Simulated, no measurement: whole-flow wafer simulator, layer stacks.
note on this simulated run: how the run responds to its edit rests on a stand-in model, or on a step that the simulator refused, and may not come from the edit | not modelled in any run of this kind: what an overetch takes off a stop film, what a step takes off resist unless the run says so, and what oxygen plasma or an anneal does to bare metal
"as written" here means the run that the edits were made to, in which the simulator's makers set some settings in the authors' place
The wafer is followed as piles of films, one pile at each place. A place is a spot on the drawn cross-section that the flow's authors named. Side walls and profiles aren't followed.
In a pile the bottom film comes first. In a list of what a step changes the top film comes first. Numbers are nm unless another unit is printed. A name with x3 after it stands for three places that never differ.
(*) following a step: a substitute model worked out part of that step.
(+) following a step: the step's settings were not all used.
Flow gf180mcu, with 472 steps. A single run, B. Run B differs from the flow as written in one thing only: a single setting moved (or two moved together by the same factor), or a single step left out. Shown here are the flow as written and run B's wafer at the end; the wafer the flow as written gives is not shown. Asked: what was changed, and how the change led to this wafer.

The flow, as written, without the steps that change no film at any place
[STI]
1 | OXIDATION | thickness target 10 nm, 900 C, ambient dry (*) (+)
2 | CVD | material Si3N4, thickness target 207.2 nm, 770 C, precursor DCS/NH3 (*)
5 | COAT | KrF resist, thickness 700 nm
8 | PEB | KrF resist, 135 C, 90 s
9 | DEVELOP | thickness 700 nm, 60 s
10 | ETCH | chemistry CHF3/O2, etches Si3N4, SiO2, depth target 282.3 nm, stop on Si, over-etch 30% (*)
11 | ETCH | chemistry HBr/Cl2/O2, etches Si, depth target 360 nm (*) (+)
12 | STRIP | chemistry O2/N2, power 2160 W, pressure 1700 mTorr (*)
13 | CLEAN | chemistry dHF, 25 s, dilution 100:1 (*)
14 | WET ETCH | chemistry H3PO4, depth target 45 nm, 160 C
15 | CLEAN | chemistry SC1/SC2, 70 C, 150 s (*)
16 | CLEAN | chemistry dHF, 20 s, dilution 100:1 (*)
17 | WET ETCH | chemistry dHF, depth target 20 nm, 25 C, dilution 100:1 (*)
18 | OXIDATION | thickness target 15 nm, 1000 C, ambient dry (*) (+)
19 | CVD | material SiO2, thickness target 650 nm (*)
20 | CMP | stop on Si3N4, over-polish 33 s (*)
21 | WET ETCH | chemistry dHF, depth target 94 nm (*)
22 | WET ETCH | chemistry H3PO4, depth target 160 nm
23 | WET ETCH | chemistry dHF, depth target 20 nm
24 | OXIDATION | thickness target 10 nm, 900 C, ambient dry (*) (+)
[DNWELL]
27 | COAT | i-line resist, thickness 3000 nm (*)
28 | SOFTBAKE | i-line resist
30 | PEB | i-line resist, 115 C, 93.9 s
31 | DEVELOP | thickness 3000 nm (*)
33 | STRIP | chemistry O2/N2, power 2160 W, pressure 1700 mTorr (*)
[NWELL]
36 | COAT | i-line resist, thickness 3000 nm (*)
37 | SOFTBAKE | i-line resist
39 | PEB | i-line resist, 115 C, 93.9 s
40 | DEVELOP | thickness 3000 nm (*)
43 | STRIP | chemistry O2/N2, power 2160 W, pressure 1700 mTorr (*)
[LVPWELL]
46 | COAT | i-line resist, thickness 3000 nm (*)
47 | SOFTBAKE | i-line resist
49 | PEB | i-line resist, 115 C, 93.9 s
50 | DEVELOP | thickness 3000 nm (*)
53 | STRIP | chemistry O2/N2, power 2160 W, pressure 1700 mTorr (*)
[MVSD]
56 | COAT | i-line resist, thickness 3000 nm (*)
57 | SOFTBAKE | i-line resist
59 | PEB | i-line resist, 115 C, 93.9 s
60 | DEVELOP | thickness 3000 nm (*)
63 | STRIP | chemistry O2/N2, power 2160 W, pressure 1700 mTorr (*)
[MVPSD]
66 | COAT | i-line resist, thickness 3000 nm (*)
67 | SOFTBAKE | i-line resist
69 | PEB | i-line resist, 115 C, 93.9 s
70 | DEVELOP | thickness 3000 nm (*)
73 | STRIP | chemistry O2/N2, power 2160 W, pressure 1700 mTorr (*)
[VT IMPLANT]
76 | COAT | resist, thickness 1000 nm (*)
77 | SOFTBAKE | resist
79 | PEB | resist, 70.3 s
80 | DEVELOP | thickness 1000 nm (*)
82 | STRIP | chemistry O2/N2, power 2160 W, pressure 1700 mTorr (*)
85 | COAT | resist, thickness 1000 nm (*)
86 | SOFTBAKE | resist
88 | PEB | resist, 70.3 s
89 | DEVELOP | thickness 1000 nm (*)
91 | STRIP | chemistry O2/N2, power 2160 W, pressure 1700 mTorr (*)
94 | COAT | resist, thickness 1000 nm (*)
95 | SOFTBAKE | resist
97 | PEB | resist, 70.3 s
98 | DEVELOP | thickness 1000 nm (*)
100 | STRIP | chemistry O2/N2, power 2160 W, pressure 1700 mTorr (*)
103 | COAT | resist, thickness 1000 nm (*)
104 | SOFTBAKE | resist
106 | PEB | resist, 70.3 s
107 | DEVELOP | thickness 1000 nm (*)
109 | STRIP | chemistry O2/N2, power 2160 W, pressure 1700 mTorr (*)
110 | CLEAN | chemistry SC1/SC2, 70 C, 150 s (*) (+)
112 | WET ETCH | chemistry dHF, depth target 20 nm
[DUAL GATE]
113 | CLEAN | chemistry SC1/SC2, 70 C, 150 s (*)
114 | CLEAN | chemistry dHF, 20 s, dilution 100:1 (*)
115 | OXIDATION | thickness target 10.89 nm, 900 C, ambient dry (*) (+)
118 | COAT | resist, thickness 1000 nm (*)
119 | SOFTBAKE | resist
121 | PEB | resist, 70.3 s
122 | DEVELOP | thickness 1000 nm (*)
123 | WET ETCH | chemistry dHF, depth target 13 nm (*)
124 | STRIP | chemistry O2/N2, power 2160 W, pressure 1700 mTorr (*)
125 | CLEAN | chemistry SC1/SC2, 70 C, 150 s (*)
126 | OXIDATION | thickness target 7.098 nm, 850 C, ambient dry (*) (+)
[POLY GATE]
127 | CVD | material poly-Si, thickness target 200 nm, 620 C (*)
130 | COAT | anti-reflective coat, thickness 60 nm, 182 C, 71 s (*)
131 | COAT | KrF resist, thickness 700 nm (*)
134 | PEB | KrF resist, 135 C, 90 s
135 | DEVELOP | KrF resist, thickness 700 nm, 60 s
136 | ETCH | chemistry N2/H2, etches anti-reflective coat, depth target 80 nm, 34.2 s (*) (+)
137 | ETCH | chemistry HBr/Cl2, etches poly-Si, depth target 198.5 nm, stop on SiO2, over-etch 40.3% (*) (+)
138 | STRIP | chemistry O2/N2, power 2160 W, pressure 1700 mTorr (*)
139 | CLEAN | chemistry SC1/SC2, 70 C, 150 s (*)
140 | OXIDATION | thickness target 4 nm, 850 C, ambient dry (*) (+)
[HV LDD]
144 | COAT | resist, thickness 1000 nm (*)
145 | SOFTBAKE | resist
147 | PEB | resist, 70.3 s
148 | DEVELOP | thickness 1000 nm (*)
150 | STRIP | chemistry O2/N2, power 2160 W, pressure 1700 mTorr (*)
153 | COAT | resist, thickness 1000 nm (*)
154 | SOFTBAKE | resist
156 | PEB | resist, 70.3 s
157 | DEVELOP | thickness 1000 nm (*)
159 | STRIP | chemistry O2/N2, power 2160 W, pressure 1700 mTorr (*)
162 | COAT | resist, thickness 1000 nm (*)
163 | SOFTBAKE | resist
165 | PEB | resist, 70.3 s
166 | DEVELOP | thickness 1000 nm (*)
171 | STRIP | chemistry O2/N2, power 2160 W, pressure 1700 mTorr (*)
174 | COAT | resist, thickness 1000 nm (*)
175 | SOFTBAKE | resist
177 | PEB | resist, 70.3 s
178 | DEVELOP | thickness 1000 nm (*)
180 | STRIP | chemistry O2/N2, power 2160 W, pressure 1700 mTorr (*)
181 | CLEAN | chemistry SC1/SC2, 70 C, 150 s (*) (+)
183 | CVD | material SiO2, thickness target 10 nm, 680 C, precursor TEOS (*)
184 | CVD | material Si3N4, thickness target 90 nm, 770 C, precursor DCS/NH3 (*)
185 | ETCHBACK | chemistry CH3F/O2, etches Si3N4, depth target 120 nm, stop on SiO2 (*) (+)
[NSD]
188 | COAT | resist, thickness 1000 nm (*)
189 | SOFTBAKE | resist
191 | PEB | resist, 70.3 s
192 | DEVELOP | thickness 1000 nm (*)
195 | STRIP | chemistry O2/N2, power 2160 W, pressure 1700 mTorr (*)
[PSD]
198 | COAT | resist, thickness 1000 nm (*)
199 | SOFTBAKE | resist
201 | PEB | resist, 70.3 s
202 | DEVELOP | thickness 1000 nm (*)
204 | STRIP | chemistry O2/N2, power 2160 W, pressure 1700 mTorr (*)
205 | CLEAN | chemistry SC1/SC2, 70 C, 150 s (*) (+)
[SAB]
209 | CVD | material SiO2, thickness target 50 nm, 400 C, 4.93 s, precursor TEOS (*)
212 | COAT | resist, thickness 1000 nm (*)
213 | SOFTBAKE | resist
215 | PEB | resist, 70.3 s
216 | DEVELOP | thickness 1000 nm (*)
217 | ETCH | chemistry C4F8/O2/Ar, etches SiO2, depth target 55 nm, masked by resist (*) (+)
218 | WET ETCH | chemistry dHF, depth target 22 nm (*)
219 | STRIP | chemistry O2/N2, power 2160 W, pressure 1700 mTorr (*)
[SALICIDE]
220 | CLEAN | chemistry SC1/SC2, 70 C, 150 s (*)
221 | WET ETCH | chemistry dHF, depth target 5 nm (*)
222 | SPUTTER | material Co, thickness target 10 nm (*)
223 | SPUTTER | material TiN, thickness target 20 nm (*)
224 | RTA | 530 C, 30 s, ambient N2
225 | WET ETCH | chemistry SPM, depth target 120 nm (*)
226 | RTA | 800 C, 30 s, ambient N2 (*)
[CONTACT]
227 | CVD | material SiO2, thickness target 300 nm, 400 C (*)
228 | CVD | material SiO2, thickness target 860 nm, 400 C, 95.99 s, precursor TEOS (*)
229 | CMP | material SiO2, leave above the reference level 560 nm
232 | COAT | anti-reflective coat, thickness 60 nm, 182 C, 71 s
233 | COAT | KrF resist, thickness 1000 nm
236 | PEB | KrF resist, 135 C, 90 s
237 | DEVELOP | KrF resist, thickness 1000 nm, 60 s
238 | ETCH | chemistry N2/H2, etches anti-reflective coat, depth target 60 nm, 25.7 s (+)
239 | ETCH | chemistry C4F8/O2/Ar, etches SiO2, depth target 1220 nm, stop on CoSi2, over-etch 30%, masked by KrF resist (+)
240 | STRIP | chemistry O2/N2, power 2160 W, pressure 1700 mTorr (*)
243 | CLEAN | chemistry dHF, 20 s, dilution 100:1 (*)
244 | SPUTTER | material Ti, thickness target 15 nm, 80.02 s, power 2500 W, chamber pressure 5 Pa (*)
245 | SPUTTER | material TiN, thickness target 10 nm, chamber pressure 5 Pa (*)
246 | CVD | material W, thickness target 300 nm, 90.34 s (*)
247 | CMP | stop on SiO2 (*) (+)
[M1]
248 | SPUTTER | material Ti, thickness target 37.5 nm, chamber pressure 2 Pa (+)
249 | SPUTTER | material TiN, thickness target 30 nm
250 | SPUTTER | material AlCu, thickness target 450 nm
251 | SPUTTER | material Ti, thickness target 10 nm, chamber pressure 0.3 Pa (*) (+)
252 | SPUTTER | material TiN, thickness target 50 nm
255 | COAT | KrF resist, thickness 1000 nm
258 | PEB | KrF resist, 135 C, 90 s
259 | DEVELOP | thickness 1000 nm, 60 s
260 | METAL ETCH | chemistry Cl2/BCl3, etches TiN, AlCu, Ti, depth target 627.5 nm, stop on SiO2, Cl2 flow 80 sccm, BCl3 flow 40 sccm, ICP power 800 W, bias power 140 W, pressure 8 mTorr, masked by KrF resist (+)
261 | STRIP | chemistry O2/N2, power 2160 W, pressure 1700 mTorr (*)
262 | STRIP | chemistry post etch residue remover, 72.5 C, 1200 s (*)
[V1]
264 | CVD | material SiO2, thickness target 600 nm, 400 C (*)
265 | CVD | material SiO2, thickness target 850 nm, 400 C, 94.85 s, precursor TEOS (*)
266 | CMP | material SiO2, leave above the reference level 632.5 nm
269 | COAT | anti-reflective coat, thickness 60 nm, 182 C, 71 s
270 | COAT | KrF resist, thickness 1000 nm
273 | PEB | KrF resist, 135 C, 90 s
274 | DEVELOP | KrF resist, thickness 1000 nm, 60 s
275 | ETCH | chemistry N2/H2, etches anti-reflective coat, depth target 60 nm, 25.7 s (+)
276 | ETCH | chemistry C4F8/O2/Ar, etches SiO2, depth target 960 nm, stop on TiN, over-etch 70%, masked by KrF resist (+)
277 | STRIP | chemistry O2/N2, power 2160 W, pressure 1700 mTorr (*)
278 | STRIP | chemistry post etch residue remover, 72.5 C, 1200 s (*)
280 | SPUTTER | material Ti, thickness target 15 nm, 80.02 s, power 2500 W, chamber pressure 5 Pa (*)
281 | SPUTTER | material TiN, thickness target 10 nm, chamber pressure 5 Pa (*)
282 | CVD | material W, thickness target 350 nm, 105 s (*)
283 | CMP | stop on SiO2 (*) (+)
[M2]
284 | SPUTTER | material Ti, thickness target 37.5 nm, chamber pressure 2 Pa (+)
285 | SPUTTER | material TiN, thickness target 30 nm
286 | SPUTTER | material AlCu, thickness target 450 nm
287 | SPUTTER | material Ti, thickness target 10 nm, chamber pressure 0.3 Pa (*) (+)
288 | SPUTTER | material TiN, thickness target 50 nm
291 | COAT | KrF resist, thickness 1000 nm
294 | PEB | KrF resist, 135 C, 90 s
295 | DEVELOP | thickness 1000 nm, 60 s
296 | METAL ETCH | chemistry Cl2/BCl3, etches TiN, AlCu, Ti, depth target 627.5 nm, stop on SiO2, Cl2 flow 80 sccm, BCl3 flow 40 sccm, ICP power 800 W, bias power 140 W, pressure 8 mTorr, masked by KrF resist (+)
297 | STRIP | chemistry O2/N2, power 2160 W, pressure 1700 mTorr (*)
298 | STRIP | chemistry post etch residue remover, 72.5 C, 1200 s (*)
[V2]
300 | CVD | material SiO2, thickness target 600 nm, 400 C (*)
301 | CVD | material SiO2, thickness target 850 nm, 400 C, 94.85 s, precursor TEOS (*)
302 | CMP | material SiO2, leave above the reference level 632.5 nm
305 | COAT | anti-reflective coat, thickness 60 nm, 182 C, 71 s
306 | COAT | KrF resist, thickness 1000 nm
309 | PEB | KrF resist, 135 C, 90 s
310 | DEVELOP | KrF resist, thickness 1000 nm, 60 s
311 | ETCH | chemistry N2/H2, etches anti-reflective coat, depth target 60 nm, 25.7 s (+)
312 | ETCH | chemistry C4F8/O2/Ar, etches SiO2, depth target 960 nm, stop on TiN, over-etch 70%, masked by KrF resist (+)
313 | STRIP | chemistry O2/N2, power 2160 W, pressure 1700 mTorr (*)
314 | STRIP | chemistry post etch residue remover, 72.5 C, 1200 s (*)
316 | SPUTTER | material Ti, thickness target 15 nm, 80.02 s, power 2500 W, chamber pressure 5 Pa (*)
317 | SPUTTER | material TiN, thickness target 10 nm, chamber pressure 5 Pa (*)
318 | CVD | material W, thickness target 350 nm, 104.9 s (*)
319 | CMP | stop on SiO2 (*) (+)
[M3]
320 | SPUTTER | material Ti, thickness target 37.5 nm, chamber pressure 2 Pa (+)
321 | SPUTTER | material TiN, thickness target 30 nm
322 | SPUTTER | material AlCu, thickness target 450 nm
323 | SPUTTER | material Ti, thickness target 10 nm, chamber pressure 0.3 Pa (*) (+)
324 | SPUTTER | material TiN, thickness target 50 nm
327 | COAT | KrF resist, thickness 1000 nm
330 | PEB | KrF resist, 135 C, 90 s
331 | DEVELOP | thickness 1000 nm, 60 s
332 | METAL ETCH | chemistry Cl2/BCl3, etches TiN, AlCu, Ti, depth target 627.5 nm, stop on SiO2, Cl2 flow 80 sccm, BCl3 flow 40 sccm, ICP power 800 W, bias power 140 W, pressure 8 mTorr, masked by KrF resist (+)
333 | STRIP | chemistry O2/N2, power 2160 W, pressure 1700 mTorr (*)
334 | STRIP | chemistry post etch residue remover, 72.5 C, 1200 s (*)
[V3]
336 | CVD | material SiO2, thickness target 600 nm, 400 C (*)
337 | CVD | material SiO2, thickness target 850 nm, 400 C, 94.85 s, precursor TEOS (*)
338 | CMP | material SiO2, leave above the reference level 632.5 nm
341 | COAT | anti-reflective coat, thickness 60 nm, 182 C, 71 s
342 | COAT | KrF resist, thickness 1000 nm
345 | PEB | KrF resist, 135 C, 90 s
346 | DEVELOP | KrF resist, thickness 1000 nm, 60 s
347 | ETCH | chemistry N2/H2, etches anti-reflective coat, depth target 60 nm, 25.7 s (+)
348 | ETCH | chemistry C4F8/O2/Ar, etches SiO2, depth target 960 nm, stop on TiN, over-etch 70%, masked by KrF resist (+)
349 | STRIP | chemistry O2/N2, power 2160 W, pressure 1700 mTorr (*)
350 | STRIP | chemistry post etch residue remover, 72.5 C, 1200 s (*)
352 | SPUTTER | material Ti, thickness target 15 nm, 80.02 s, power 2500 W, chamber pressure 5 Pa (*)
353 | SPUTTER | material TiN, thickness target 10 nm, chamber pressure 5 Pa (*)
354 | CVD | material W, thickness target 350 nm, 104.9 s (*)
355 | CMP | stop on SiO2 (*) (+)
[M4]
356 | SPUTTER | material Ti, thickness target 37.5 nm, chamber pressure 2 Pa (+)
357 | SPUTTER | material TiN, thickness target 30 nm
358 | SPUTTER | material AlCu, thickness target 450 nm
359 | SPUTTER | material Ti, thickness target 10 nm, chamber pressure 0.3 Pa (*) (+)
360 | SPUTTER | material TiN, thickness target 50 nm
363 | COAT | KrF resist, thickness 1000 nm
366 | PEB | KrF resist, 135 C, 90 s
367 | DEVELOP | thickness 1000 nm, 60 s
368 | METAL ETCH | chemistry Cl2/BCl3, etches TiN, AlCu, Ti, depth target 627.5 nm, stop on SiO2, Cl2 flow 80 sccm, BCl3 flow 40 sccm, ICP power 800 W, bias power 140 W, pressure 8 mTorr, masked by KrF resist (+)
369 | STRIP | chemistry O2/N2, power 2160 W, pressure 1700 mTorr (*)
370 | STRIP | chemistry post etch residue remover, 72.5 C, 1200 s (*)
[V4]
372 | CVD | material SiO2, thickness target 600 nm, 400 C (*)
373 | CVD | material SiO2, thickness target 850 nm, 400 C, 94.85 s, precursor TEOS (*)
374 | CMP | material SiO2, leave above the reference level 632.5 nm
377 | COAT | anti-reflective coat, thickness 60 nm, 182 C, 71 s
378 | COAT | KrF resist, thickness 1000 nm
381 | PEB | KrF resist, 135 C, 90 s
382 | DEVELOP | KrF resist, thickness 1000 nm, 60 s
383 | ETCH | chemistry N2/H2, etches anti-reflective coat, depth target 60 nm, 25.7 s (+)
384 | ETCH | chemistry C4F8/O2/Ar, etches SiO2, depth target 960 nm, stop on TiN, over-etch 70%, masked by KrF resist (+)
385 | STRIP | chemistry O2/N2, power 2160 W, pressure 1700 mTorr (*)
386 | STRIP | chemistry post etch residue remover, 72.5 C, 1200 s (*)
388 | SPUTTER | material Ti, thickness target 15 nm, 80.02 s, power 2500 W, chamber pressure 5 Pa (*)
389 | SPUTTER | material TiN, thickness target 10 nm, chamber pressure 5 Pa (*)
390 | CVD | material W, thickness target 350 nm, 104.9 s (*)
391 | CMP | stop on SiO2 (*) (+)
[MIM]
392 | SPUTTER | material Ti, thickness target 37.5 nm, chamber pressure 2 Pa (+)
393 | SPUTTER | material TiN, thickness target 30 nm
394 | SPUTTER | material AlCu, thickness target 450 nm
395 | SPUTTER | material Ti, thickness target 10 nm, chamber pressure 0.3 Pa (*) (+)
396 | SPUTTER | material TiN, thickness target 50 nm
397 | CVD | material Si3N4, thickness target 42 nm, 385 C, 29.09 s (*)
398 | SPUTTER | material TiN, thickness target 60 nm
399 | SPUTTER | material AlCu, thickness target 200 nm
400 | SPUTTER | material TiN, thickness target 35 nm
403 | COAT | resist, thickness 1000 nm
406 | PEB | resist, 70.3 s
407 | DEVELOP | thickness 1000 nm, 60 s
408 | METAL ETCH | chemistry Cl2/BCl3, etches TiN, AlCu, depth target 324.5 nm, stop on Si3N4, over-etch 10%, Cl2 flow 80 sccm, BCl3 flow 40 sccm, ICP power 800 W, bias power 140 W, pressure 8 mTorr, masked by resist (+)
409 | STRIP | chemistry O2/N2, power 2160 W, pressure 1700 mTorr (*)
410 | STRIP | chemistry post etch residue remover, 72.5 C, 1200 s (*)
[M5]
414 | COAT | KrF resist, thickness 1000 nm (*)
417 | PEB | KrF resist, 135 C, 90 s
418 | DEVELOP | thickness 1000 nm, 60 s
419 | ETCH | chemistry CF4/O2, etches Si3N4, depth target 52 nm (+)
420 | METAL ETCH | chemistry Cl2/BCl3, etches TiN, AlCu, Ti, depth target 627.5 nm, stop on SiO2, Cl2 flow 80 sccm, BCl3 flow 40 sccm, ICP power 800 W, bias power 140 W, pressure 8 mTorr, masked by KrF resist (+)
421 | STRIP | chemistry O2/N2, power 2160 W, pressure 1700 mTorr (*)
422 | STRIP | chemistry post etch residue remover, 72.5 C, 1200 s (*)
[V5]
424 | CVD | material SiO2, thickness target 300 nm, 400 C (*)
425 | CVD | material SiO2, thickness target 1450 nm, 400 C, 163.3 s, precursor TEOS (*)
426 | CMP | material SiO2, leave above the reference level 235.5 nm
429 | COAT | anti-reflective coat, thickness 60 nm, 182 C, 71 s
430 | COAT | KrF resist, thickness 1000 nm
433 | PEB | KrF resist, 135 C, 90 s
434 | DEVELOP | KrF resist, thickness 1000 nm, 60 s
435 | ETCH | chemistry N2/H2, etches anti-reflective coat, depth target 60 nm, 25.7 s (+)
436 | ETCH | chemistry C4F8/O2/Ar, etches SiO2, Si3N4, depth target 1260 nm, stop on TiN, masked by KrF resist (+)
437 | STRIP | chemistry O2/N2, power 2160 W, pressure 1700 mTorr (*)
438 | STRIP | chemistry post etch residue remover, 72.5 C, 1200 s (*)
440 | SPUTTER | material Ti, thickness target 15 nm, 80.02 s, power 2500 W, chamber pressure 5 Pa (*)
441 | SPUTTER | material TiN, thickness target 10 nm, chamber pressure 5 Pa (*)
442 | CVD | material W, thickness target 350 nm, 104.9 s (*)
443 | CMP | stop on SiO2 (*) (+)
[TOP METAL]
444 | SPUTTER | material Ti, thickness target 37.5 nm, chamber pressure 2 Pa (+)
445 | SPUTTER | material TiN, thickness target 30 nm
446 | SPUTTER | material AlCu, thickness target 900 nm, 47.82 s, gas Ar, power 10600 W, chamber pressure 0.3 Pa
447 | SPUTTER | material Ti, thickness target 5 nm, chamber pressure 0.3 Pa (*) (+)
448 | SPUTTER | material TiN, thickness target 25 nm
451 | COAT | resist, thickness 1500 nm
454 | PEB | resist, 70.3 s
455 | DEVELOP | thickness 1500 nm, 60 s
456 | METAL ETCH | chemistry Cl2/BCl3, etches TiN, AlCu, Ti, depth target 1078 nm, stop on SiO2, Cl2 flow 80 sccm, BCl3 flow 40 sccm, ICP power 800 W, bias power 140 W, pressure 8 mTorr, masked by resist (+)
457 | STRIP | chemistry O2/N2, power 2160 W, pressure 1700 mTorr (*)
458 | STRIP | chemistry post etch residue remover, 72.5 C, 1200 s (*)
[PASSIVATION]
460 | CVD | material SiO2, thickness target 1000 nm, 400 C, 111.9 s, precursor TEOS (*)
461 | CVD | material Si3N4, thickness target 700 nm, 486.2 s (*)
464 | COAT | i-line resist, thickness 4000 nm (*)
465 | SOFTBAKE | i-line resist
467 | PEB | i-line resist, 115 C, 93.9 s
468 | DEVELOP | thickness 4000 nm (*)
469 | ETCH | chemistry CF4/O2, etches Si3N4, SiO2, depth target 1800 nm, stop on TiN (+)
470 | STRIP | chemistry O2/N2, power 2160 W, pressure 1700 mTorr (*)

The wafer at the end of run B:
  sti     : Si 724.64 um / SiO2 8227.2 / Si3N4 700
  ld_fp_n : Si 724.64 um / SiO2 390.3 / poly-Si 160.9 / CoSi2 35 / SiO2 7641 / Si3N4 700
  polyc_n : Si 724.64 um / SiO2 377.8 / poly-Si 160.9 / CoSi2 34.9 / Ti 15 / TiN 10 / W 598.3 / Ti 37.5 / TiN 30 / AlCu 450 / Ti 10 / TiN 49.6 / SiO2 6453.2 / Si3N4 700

Cause: step 112, WET ETCH: depth target 11.4 nm was run, whereas the flow has depth target 20 nm.

How this came from the change, step by step:
  112 | WET ETCH | chemistry dHF, depth target 20 nm
      field, field__w2, field__w3 and 43 more: -12.5 SiO2 (in the flow as written it would be: -22 SiO2)
  130 | COAT | anti-reflective coat, thickness 60 nm, 182 C, 71 s (*)
      p_well, spacer, sd_n: +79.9 anti-reflective coat (new film) (in the flow as written it would be: +70.9 anti-reflective coat (new film))
      ldn_acc, ldp_acc: +70.5 anti-reflective coat (new film) (in the flow as written it would be: +66.9 anti-reflective coat (new film))
      (as well as at 67 more places)
  136 | ETCH | chemistry N2/H2, etches anti-reflective coat, depth target 80 nm, 34.2 s (*) (+)
      p_well, spacer, sd_n: -79.9 anti-reflective coat (all of it), -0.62 poly-Si (in the flow as written it would be: -70.9 anti-reflective coat (all of it), -0.85 poly-Si)
      field: -58.5 anti-reflective coat (all of it), -1.17 poly-Si (in the flow as written it would be: -61.5 anti-reflective coat (all of it), -1.09 poly-Si)
      (as well as at 47 more places)
  138 | STRIP | chemistry O2/N2, power 2160 W, pressure 1700 mTorr (*)
      gate: +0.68 chemical SiO2 (new film), -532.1 KrF resist (all of it), -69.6 anti-reflective coat (all of it), -0.3 poly-Si (in the flow as written it would be: +0.68 chemical SiO2 (new film), -531.7 KrF resist (all of it), -65.5 anti-reflective coat (all of it), -0.3 poly-Si)
      gate_hv: +0.68 chemical SiO2 (new film), -530.3 KrF resist (all of it), -62.5 anti-reflective coat (all of it), -0.3 poly-Si (in the flow as written it would be: +0.68 chemical SiO2 (new film), -528.4 KrF resist (all of it), -61 anti-reflective coat (all of it), -0.3 poly-Si)
      (as well as at 19 more places)
  145 | SOFTBAKE | resist
      gate_p_hv: -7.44 resist (in the flow as written it would be: -7.98 resist)
  154 | SOFTBAKE | resist
      gate_p_hv: -7.44 resist (in the flow as written it would be: -7.98 resist)
  163 | SOFTBAKE | resist
      gate_p_hv: -7.44 resist (in the flow as written it would be: -7.98 resist)
  175 | SOFTBAKE | resist
      gate_p_hv: -7.44 resist (in the flow as written it would be: -7.98 resist)
  189 | SOFTBAKE | resist
      active_hv: -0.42 resist (in the flow as written it would be: +2.68 resist)
      active_nat: +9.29 resist (in the flow as written it would be: +5.49 resist)
      (as well as at 1 more place)
  199 | SOFTBAKE | resist
      active_hv: -0.42 resist (in the flow as written it would be: +2.68 resist)
      active_nat: +9.29 resist (in the flow as written it would be: +5.49 resist)
      (as well as at 1 more place)
  209 | CVD | material SiO2, thickness target 50 nm, 400 C, 4.93 s, precursor TEOS (*)
      ld_drn_p: +45 SiO2 (in the flow as written it would be: +46 SiO2)
  213 | SOFTBAKE | resist
      gate_p_hv: -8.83 resist (in the flow as written it would be: -9.34 resist)
  218 | WET ETCH | chemistry dHF, depth target 22 nm (*)
      active: -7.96 SiO2 (all of it) (in the flow as written it would be: -9.01 SiO2 (all of it))
      sd_p: -7.55 SiO2 (all of it) (in the flow as written it would be: -8.12 SiO2 (all of it))
      (as well as at 1 more place)
  223 | SPUTTER | material TiN, thickness target 20 nm (*)
      ld_sd_n: +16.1 TiN (new film) (in the flow as written it would be: +15.5 TiN (new film))
  225 | WET ETCH | chemistry SPM, depth target 120 nm (*)
      ld_sd_n: -16.1 TiN (all of it) (in the flow as written it would be: -15.5 TiN (all of it))
  226 | RTA | 800 C, 30 s, ambient N2 (*)
      ld_sd_n: +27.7 CoSi2 (new film), -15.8 CoSi (all of it), -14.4 Si (in the flow as written it would be: +28.3 CoSi2 (new film), -16.1 CoSi (all of it), -14.7 Si)
  229 | CMP | material SiO2, leave above the reference level 560 nm
      ldn_sep__w1, ldn_sep__w2, ldn_dft and 8 more: -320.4 SiO2 (in the flow as written it would be: -311 SiO2)
      sti, mim_1p0, pad, dice_street, iso_nw_fld, iso_fld_sub: -306.3 SiO2 (in the flow as written it would be: -296.8 SiO2)
      (as well as at 40 more places)
